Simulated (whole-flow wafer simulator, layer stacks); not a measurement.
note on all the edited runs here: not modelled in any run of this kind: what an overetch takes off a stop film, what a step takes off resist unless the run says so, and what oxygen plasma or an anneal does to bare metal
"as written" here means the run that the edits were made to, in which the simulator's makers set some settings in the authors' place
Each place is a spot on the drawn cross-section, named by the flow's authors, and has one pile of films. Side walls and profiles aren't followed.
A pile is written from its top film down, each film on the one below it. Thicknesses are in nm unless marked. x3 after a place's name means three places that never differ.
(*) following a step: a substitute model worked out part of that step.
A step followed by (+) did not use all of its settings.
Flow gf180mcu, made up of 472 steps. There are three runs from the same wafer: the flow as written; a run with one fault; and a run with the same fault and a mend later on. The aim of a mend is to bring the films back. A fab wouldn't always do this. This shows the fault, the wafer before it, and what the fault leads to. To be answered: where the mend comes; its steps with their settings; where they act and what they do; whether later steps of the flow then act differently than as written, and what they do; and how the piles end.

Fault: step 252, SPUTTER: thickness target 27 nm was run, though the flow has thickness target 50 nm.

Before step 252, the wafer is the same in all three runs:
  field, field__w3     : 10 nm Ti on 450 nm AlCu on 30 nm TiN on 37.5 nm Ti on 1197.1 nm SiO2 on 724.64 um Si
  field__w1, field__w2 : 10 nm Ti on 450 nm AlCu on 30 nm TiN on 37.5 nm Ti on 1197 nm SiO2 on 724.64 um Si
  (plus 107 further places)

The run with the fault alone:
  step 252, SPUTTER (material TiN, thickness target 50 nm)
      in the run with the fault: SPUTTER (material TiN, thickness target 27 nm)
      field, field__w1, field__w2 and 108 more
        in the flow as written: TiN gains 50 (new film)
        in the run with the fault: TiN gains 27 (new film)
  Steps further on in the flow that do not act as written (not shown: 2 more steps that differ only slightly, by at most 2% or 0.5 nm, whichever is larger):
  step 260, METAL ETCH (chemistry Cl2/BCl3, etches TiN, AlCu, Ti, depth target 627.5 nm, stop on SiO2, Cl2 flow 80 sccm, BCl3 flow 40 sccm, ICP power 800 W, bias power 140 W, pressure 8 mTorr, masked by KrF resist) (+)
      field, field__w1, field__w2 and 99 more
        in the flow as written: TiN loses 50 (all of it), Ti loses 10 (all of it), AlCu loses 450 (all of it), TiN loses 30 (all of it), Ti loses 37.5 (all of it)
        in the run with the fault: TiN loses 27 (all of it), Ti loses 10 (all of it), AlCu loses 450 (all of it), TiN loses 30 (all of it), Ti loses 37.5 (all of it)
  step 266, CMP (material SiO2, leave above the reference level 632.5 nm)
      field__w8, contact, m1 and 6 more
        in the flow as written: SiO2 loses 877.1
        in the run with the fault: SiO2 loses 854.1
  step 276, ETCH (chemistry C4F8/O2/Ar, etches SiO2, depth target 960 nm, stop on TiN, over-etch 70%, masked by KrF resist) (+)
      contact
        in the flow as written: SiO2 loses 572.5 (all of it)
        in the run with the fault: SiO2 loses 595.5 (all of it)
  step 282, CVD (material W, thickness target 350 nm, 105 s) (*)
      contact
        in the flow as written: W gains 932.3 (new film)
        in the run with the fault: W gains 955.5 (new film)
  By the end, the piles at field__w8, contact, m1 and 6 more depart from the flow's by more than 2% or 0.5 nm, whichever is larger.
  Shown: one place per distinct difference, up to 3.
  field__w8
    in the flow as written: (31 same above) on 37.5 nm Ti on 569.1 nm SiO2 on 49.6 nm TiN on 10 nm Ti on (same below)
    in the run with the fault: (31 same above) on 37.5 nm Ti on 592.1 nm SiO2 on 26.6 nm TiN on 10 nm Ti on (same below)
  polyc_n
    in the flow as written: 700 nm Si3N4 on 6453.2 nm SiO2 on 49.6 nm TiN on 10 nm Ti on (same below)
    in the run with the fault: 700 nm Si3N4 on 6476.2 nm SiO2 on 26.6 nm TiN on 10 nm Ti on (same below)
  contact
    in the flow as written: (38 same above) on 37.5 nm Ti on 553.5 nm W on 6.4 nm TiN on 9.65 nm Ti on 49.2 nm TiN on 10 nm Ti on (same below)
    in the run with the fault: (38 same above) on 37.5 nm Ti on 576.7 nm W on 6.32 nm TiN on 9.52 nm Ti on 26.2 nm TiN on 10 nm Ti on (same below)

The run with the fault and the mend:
  After step 252 comes the mend.
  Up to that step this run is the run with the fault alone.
  step 252a, SPUTTER (material TiN, thickness target 23 nm) (the flow's step 252 again, with other settings)
      field, field__w1, field__w2 and 108 more
        TiN gains 23
  Later steps of the flow that are run all act as written at every place that is followed.
  At every place that both follow, the piles at the end match the flow's.
